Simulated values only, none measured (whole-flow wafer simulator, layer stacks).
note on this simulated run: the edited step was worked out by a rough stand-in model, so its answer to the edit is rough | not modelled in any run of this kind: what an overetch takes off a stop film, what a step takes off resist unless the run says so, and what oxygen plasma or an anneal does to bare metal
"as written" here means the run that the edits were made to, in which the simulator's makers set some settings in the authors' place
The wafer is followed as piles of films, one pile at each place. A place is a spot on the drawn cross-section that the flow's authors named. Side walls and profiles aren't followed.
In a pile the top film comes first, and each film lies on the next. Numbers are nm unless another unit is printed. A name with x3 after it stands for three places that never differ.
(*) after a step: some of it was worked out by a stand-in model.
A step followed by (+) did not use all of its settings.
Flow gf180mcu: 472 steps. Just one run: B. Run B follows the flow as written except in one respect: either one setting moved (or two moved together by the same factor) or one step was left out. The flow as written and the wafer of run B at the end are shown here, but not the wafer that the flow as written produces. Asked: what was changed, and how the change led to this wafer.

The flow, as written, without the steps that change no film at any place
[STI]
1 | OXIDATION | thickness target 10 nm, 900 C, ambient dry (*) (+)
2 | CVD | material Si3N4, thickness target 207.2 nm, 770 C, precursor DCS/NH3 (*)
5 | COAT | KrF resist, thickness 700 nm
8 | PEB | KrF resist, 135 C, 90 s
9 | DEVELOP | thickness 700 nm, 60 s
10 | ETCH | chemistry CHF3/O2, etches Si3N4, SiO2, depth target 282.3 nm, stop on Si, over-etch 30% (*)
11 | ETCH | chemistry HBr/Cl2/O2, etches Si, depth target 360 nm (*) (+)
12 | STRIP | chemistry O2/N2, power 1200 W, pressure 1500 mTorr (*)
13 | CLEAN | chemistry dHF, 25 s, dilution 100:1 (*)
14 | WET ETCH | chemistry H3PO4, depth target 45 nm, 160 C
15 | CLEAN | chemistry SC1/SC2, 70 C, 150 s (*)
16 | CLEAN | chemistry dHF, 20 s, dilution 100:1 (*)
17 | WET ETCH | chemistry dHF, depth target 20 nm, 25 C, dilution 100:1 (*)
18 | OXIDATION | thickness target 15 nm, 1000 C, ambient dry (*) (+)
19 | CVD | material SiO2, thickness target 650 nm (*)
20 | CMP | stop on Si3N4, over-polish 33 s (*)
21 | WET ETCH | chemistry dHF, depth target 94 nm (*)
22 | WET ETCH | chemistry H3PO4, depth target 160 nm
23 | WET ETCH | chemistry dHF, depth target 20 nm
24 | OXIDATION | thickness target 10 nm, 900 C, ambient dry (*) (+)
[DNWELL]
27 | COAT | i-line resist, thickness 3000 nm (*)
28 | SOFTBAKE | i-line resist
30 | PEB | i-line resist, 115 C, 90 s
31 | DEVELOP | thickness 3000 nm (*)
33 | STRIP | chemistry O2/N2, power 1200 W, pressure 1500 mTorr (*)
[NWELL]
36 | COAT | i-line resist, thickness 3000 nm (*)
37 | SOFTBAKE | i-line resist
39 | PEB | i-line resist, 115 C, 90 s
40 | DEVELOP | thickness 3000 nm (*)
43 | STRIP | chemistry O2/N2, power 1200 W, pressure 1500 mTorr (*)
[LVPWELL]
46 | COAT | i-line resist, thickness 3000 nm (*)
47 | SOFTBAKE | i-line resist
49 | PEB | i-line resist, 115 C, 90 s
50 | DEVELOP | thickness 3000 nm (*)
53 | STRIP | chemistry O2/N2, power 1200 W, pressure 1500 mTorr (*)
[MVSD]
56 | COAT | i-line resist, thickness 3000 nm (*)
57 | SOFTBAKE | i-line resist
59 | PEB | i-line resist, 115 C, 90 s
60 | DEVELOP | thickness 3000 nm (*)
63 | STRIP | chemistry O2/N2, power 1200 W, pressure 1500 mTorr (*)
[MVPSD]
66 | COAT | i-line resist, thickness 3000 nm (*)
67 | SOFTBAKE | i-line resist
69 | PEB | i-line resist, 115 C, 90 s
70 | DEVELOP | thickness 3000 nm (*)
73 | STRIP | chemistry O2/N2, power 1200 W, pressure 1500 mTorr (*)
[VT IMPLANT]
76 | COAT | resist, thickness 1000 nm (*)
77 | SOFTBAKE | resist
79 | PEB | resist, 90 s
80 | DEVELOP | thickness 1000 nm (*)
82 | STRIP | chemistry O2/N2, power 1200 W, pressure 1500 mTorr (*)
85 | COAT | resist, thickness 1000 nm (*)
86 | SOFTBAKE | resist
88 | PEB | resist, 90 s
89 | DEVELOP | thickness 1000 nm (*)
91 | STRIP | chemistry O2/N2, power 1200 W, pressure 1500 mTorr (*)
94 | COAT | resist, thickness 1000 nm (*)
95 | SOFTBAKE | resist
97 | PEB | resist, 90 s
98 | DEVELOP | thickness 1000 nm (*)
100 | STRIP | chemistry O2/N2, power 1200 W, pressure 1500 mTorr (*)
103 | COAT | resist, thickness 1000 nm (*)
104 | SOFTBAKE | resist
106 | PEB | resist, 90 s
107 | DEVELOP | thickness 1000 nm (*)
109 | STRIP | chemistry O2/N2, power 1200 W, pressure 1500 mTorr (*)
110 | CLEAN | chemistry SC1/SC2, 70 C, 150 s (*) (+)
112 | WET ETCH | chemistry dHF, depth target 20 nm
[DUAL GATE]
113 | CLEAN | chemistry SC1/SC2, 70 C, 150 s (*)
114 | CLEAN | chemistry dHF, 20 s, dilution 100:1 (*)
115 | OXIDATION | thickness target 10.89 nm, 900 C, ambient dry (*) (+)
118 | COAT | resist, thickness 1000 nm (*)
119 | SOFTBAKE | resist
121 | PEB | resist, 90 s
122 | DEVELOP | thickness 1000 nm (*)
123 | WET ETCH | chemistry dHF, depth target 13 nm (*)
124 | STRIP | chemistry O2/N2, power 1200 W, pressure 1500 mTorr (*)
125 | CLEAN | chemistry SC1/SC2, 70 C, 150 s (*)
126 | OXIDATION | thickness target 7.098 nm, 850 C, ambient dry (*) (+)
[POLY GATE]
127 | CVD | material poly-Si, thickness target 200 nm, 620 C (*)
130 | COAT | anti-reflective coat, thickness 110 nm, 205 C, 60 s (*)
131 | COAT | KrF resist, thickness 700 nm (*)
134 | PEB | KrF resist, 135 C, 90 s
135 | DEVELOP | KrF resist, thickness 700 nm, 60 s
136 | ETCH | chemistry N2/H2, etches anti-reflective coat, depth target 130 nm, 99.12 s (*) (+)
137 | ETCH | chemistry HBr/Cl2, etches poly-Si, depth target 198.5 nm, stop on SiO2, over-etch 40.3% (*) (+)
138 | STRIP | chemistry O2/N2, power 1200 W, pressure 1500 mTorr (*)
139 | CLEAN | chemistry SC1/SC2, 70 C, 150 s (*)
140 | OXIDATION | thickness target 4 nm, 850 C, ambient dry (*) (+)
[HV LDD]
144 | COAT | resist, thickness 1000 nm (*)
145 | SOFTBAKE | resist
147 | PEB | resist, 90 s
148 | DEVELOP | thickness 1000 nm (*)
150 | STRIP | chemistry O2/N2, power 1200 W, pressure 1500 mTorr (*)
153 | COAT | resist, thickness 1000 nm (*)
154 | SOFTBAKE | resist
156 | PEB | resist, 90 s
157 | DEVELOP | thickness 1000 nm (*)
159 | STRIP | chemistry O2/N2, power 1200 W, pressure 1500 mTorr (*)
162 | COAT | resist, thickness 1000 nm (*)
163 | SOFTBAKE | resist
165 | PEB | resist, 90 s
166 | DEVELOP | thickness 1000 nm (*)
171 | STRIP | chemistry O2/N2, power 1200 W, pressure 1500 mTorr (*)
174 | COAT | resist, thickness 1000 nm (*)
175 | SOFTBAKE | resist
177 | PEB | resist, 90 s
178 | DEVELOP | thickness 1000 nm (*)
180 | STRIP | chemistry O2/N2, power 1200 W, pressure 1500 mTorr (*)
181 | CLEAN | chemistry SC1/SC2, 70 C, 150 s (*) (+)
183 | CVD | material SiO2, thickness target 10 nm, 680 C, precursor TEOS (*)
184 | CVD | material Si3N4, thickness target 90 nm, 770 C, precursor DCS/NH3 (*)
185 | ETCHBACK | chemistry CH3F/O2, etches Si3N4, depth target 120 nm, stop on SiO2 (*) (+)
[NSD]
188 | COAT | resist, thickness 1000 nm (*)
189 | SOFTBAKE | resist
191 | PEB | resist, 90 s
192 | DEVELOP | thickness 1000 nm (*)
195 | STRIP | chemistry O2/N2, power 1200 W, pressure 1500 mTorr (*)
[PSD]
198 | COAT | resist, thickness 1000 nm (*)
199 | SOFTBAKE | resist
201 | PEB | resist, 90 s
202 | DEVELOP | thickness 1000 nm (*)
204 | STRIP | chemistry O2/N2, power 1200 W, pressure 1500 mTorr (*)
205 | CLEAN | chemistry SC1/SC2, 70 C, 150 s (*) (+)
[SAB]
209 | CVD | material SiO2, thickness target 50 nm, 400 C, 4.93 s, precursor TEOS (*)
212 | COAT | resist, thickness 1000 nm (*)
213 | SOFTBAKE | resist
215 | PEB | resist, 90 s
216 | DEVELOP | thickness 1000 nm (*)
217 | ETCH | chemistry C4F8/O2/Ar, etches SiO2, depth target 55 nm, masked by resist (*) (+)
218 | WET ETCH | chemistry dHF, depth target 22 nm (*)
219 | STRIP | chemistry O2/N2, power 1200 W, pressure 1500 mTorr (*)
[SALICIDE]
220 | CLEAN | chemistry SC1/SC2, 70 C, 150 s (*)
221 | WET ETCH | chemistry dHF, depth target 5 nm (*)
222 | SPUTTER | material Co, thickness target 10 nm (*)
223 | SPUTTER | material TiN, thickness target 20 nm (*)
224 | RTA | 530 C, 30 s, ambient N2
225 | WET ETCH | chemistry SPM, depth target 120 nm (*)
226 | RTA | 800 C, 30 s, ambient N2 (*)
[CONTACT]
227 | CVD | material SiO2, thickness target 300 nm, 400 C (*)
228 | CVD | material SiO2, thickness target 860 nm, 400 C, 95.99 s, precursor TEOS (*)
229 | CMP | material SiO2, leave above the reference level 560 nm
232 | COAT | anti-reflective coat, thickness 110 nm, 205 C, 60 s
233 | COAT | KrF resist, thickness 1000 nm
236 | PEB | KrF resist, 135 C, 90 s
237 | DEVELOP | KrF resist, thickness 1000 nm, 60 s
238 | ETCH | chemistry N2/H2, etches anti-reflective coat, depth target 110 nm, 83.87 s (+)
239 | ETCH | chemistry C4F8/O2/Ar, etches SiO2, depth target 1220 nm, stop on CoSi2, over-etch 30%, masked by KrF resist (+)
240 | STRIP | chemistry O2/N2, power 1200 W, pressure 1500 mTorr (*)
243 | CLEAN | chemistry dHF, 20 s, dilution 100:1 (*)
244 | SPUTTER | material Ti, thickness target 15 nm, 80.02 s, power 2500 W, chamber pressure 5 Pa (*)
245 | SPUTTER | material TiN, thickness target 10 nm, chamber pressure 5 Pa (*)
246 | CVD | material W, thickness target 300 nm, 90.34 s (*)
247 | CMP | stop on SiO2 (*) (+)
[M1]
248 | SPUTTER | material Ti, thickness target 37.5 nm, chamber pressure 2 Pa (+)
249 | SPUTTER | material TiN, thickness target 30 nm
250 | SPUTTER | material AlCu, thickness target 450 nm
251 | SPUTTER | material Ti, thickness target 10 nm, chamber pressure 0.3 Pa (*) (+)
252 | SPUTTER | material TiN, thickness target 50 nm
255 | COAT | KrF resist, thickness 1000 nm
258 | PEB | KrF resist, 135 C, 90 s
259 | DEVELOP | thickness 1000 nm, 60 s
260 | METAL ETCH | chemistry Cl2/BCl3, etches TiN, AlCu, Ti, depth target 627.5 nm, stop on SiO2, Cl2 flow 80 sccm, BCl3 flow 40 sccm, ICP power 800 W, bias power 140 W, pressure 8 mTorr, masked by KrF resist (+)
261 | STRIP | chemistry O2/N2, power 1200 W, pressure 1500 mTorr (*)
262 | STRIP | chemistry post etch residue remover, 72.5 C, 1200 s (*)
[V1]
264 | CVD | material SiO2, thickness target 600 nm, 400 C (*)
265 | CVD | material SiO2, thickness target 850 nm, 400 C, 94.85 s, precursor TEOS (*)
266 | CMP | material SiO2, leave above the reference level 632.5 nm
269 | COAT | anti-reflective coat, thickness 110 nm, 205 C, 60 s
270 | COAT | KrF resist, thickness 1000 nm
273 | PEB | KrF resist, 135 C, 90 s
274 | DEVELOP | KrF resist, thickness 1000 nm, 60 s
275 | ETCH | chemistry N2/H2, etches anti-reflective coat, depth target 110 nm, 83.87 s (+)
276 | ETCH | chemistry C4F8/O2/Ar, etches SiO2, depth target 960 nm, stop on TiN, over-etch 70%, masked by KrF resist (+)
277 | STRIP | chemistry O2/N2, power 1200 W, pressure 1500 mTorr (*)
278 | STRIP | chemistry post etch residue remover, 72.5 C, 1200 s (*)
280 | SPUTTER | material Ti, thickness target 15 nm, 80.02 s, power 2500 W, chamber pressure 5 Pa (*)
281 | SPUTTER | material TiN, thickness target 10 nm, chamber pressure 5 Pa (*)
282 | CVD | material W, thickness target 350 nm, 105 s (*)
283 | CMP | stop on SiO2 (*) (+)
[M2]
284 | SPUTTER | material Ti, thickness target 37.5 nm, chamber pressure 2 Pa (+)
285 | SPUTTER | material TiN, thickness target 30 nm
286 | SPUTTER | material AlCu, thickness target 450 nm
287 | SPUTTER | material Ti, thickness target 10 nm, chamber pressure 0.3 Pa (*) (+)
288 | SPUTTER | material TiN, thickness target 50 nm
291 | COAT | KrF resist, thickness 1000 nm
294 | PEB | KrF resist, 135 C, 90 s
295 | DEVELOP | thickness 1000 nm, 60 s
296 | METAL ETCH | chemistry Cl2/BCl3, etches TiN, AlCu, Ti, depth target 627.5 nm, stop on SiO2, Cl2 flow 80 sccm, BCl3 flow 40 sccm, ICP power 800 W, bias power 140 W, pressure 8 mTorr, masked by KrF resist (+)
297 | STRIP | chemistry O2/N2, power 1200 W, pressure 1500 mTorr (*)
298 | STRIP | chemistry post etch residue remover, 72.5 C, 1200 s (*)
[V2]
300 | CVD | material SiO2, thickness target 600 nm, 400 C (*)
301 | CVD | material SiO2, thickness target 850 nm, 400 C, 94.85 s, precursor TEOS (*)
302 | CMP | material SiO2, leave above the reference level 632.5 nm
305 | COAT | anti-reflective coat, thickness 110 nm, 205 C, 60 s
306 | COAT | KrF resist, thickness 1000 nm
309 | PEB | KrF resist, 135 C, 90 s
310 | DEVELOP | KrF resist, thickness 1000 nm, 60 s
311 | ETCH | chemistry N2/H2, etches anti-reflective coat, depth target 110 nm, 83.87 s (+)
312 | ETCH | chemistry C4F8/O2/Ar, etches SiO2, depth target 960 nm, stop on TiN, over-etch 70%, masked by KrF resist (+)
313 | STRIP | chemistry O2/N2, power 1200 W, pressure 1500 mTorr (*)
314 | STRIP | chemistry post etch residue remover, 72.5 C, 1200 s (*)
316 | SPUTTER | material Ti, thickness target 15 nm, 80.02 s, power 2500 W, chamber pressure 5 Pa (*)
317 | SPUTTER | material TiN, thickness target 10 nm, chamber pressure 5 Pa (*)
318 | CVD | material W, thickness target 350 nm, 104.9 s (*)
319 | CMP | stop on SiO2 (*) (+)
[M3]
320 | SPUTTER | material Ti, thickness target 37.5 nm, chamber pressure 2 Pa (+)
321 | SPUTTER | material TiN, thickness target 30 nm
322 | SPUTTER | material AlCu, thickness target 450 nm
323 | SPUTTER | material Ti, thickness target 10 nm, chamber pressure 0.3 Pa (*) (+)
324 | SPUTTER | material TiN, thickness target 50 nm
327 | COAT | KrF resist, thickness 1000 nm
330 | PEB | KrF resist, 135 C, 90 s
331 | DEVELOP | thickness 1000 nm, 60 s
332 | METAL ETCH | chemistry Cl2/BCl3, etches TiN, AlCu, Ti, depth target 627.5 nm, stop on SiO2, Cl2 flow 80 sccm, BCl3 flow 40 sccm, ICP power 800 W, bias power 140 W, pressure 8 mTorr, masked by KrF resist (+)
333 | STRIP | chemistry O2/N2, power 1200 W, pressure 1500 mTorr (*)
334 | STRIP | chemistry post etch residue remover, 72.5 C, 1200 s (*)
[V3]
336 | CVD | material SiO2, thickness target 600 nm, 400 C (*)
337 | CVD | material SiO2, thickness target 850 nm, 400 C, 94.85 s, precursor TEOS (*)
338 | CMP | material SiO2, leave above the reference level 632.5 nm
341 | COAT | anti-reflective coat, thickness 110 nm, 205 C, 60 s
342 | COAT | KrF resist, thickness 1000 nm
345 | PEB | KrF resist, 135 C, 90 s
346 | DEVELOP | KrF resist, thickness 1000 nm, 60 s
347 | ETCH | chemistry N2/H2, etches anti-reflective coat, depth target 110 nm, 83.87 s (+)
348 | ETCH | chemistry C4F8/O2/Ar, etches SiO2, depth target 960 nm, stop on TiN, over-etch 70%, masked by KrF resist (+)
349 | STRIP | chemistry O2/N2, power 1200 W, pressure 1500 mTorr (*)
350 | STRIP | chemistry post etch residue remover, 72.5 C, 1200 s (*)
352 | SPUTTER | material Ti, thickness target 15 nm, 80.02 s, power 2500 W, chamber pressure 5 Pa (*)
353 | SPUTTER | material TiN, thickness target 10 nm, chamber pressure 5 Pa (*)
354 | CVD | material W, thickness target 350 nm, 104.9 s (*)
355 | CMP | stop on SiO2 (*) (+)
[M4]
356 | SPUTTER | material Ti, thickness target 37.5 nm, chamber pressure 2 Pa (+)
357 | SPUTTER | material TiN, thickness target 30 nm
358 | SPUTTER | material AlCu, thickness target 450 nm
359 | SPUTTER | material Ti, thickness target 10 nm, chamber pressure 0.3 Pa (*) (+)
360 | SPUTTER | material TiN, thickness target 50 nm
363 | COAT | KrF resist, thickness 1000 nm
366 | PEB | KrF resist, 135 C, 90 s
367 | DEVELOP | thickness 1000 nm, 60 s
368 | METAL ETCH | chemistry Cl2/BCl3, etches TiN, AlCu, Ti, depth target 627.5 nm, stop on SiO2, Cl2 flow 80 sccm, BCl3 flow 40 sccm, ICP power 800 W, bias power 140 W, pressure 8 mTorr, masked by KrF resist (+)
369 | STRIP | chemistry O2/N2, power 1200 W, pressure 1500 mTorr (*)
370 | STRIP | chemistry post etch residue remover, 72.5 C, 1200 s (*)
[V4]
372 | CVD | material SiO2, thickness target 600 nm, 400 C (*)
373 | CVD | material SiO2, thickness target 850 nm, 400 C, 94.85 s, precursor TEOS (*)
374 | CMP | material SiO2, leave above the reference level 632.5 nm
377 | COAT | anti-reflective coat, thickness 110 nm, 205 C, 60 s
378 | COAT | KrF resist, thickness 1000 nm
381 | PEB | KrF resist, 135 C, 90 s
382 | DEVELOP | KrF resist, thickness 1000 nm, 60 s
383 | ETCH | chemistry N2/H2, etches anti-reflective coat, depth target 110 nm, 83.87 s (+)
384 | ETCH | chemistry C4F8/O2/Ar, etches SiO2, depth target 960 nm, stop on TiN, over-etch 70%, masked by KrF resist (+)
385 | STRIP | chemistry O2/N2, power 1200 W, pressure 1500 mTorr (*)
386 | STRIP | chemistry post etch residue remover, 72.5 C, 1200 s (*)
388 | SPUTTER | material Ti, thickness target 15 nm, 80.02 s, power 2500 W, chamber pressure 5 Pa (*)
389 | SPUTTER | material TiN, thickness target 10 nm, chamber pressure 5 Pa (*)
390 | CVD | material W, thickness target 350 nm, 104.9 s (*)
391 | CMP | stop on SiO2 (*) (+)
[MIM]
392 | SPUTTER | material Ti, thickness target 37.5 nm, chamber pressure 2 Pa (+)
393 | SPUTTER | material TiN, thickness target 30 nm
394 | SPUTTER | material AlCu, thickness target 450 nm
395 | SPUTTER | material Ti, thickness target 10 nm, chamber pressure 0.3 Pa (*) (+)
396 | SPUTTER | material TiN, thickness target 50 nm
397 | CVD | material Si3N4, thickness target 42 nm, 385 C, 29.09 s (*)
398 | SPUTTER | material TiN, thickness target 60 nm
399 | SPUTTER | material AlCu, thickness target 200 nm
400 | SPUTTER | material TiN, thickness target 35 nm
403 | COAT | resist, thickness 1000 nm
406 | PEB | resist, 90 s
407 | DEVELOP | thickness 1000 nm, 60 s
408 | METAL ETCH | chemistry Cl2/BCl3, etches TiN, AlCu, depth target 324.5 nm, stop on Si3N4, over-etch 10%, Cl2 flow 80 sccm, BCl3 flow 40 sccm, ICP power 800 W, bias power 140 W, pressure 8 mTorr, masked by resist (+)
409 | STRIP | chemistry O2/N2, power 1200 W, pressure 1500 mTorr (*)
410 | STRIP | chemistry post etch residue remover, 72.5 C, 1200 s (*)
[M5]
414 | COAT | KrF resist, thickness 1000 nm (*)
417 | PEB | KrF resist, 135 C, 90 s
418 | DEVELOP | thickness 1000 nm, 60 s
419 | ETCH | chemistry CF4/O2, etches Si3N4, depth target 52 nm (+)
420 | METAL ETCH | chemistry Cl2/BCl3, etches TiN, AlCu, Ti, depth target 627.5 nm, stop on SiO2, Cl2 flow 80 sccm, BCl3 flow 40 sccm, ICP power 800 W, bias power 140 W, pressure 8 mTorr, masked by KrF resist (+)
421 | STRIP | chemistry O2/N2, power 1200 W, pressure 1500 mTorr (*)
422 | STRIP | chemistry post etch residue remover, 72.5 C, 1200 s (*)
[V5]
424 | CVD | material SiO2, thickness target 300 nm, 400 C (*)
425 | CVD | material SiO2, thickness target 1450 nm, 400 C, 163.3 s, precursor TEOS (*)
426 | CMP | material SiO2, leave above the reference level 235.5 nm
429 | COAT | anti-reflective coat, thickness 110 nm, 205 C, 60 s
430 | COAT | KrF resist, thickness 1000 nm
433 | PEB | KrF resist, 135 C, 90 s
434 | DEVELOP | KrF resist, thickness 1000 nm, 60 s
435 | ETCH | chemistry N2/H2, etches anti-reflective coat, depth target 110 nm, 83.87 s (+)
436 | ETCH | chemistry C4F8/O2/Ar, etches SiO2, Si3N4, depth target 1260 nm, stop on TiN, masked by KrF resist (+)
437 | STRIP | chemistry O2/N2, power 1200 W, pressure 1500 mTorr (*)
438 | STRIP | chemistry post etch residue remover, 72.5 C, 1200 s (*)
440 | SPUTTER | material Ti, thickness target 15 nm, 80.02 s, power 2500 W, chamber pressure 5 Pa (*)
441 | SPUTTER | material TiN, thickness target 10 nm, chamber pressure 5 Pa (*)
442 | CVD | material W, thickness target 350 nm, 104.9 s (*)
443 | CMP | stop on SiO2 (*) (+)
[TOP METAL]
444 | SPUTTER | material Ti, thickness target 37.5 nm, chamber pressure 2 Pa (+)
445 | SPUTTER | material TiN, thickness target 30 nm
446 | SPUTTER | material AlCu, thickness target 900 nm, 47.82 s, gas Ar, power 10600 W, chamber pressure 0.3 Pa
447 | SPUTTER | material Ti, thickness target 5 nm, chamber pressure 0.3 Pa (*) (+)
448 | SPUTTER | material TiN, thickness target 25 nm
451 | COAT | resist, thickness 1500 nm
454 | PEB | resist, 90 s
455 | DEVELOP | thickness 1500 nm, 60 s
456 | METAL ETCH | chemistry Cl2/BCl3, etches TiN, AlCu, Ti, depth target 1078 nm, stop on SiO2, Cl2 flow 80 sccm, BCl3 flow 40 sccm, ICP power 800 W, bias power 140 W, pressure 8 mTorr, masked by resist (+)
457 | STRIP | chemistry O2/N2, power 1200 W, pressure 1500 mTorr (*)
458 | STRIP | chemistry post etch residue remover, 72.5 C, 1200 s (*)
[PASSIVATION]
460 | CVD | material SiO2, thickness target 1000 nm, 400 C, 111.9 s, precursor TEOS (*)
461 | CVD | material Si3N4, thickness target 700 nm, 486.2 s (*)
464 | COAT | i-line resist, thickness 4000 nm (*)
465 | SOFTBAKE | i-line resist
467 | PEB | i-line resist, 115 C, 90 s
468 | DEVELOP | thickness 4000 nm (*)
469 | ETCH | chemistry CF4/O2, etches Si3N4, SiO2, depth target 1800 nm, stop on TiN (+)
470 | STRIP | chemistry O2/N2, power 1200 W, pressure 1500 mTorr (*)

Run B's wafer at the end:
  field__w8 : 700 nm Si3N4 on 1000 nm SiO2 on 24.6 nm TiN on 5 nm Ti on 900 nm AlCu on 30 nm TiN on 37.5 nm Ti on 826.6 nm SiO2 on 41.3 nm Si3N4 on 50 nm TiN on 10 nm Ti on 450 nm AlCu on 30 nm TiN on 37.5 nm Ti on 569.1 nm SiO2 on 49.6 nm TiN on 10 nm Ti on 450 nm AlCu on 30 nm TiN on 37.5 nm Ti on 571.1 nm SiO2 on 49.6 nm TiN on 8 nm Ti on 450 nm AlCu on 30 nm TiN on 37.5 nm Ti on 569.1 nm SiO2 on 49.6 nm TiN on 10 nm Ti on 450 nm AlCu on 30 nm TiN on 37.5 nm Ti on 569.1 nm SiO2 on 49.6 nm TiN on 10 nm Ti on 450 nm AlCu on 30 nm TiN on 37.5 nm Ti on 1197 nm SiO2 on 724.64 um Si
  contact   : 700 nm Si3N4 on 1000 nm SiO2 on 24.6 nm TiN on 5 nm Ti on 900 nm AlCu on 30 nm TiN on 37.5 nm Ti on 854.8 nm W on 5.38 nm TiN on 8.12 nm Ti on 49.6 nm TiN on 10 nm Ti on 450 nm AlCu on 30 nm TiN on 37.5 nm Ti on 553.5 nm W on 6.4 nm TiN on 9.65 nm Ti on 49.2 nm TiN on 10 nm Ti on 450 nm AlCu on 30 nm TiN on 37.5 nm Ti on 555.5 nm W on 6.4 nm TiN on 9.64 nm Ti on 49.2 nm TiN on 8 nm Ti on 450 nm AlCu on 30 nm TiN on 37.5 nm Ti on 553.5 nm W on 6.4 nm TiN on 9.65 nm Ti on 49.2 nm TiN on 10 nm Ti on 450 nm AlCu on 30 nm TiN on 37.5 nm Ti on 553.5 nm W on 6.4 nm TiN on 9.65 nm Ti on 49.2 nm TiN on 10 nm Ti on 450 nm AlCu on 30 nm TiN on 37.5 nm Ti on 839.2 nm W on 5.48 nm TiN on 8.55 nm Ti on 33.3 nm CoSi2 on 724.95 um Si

Cause: step 323, SPUTTER: thickness target 8 nm was run, whereas the flow has thickness target 10 nm.
The wafer lets one read it off: field__w8 has Ti 8, and step 323 as written asks for 10 nm.

The path from the change to this, step by step:
  323 | SPUTTER | material Ti, thickness target 10 nm, chamber pressure 0.3 Pa (*) (+)
      field, field__w1, field__w2 and 108 more: Ti gains 8 (new film) (in the flow as written it would be: Ti gains 10 (new film))
  332 | METAL ETCH | chemistry Cl2/BCl3, etches TiN, AlCu, Ti, depth target 627.5 nm, stop on SiO2, Cl2 flow 80 sccm, BCl3 flow 40 sccm, ICP power 800 W, bias power 140 W, pressure 8 mTorr, masked by KrF resist (+)
      field, field__w1, field__w2 and 103 more: TiN loses 50 (all of it), Ti loses 8 (all of it), AlCu loses 450 (all of it), TiN loses 30 (all of it), Ti loses 37.5 (all of it) (in the flow as written it would be: TiN loses 50 (all of it), Ti loses 10 (all of it), AlCu loses 450 (all of it), TiN loses 30 (all of it), Ti loses 37.5 (all of it))
